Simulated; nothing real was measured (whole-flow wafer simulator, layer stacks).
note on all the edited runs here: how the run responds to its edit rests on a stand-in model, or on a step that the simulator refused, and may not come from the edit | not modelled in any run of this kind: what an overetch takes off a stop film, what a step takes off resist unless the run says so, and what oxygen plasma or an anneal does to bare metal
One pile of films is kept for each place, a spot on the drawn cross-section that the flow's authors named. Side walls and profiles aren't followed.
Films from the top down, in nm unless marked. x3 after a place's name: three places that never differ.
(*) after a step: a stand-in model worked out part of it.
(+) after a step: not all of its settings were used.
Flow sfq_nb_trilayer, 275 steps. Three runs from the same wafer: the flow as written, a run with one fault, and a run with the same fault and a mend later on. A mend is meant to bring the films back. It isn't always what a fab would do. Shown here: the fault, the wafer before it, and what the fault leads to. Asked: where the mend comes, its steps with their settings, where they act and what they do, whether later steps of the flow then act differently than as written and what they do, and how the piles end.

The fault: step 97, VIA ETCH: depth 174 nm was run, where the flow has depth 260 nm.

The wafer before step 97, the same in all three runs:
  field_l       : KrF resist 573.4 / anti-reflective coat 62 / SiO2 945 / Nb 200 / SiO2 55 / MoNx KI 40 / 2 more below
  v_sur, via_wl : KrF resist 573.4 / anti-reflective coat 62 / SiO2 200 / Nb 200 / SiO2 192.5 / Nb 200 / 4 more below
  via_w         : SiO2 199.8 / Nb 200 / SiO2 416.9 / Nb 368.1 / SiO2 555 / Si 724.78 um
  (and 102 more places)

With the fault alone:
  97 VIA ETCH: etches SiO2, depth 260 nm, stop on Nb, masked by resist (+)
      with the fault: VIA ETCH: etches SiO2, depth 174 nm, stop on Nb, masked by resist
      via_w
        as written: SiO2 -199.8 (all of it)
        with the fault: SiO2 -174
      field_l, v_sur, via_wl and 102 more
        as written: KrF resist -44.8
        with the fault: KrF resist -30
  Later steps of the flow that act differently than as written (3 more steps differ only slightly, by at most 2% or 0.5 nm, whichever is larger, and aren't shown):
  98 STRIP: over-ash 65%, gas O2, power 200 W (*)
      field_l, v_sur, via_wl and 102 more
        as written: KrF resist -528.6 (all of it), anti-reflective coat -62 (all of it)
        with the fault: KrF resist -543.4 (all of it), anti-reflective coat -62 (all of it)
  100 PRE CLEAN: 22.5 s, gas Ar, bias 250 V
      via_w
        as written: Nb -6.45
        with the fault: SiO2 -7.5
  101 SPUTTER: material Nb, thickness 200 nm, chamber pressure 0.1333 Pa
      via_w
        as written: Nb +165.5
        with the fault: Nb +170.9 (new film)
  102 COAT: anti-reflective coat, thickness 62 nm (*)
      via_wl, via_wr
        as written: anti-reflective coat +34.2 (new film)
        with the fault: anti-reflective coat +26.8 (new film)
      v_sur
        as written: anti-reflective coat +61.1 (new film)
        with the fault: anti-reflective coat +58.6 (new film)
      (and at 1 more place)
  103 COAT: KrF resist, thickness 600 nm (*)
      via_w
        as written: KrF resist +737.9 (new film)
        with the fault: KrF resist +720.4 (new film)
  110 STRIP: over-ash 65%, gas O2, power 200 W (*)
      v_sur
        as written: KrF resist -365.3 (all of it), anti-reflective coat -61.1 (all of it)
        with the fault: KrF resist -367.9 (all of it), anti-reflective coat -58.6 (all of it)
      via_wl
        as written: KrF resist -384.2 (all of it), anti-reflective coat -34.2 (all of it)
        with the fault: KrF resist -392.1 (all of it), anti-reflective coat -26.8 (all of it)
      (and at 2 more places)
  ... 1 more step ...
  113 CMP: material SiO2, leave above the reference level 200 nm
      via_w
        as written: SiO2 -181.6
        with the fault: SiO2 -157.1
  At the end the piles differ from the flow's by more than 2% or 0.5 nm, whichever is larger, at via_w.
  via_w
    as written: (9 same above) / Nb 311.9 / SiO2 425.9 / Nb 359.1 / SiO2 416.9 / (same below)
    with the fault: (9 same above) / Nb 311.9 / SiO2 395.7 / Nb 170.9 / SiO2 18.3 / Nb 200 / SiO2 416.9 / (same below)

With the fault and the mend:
  The mend comes after step 98.
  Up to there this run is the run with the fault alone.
  98a COAT: anti-reflective coat, thickness 62 nm (*) (the flow's step 90 once more)
      p4_fl x3, p4_w1 x9, p4_g1 x2 and 63 more
        anti-reflective coat +62 (new film)
      be_r, r_sur, res and 10 more
        anti-reflective coat +61.8 (new film)
      jj_sur, ce_l, c5j, ce_r, sp_r
        anti-reflective coat +61.7 (new film)
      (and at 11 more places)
  98b COAT: KrF resist, thickness 650 nm (*) (the flow's step 91 once more)
      p4_fl x3, p4_w1 x9, p4_g1 x2 and 63 more
        KrF resist +650 (new film)
      r_end, moat, field_r and 6 more
        KrF resist +649.5 (new film)
      be_r, r_sur, res, l0v
        KrF resist +649.4 (new film)
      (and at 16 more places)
  98c SOFTBAKE: KrF resist (the flow's step 92 once more)
      changes no film at any place that is followed
  98d EXPOSE: photomask I2, dose 11.91 mJ/cm2, NA 0.6, wavelength 248 nm (*) (the flow's step 93 once more)
      changes no film at any place that is followed
  98e PEB: KrF resist, 90 s (the flow's step 94 once more)
      jj_sur, ce_l, c5j and 92 more
        KrF resist -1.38
      via_v, wire, be, be_sur, gap
        KrF resist -1.37
      field_l, via_sp
        KrF resist -1.36
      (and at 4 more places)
  98f DEVELOP: KrF resist, thickness 650 nm, 60 s (the flow's step 95 once more)
      field_l, v_sur, via_wl and 102 more
        KrF resist -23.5
      via_w
        KrF resist -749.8 (all of it)
  98g VIA ETCH: etches anti-reflective coat, depth 125 nm, masked by resist (+) (the flow's step 96 once more)
      field_l, v_sur, via_wl and 102 more
        KrF resist -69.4
      via_w
        anti-reflective coat -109 (all of it)
  98h VIA ETCH: etches SiO2, depth 86 nm, stop on Nb, masked by resist (+) (the flow's step 97 once more, with other settings)
      field_l, v_sur, via_wl and 102 more
        KrF resist -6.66
      via_w
        SiO2 -25.8 (all of it)
  98i STRIP: over-ash 65%, gas O2, power 200 W (*) (the flow's step 98 once more)
      p4_fl x3, p4_w1 x9, p4_g1 x2 and 63 more
        KrF resist -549 (all of it), anti-reflective coat -62 (all of it)
      r_end, moat, field_r and 6 more
        KrF resist -548.5 (all of it), anti-reflective coat -61.8 (all of it)
      be_r, r_sur, res, l0v
        KrF resist -548.4 (all of it), anti-reflective coat -61.8 (all of it)
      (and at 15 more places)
  No later step of the flow acts differently than as written, at any place that is followed, by more than 2% or 0.5 nm, whichever is larger.
  At the end the piles differ from the flow's only slightly at the places that both follow, by at most 2% or 0.5 nm, whichever is larger.
